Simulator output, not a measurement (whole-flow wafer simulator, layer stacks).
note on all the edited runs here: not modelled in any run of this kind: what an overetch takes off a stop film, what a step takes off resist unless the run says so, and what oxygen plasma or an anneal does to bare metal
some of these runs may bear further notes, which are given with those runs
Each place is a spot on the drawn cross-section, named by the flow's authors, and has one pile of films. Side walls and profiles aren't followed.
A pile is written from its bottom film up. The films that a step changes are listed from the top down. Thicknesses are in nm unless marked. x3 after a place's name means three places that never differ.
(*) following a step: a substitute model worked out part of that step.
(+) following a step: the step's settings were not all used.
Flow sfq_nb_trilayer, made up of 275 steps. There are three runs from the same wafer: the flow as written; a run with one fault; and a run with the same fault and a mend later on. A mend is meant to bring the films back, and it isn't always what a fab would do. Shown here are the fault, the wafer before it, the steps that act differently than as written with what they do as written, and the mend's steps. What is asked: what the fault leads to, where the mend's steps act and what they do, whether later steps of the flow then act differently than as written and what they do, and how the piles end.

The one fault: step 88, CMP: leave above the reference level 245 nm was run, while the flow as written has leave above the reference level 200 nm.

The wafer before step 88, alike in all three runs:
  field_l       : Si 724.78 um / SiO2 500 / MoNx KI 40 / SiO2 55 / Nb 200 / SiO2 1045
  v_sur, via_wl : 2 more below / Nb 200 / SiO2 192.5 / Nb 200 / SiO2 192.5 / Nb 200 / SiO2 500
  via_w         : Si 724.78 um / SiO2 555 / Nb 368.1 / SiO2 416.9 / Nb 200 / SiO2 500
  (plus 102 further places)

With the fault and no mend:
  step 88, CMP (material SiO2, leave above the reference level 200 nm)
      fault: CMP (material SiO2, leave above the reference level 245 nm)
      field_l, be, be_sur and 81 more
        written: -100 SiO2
        fault: -55 SiO2
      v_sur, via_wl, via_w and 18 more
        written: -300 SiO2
        fault: -255 SiO2
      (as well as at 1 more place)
  Steps further on in the flow that do not act as written (3 more steps, not shown, differ only slightly: by at most 2% or 0.5 nm, whichever is larger):
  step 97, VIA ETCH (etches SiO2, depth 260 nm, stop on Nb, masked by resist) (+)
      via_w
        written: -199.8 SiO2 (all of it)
        fault: -244.8 SiO2 (all of it)
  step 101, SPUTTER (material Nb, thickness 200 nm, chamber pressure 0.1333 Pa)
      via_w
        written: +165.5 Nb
        fault: +156 Nb
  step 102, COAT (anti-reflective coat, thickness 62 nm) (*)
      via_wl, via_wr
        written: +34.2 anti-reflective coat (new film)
        fault: +33 anti-reflective coat (new film)
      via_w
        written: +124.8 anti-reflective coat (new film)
        fault: +134.5 anti-reflective coat (new film)
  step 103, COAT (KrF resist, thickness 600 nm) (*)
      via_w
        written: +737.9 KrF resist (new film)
        fault: +775.3 KrF resist (new film)
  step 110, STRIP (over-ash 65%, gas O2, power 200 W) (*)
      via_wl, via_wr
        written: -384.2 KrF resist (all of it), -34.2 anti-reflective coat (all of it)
        fault: -379.6 KrF resist (all of it), -33 anti-reflective coat (all of it)
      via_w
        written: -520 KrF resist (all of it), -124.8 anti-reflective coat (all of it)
        fault: -557.2 KrF resist (all of it), -134.5 anti-reflective coat (all of it)
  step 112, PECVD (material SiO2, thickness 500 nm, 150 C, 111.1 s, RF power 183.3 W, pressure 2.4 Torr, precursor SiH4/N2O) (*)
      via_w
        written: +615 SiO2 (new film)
        fault: +669.6 SiO2 (new film)
  The piles end different from the flow's at v_sur, via_wl, via_w and 78 more by more than 2% or 0.5 nm, whichever is larger.
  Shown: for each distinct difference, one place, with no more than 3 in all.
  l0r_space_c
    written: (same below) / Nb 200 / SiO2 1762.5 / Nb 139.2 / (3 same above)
    fault: (same below) / Nb 200 / SiO2 1807.5 / Nb 139.2 / (3 same above)
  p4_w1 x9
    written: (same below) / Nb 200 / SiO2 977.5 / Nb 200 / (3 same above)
    fault: (same below) / Nb 200 / SiO2 1022.5 / Nb 200 / (3 same above)
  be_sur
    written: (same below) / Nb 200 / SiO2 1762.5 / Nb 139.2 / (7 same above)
    fault: (same below) / Nb 200 / SiO2 1807.5 / Nb 139.2 / (7 same above)

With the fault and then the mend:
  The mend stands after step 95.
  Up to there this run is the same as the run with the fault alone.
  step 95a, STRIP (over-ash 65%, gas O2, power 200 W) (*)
      field_l, v_sur, via_wl and 102 more
        -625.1 KrF resist (all of it), -62 anti-reflective coat (all of it)
      via_w
        -62 anti-reflective coat (all of it)
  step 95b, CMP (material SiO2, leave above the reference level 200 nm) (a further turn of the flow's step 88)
      field_l, v_sur, via_wl and 103 more
        -45 SiO2
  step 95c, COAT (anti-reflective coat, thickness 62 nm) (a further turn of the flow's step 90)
      field_l, v_sur, via_wl and 103 more
        +62 anti-reflective coat (new film)
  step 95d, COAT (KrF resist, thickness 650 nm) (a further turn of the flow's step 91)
      field_l, v_sur, via_wl and 103 more
        +650 KrF resist (new film)
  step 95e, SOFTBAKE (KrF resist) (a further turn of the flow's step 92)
      does not change any film at any place that is followed
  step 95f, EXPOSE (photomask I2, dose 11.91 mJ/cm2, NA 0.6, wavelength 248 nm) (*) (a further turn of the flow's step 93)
      does not change any film at any place that is followed
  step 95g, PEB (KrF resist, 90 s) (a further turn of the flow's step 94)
      field_l, v_sur, via_wl and 103 more
        -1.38 KrF resist
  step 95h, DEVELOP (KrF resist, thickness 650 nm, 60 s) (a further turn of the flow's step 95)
      field_l, v_sur, via_wl and 102 more
        -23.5 KrF resist
      via_w
        -648.6 KrF resist (all of it)
  None of the later steps of the flow acts differently than as written at any place that is followed.
  By the end, the piles equal the flow's at every place that both follow.
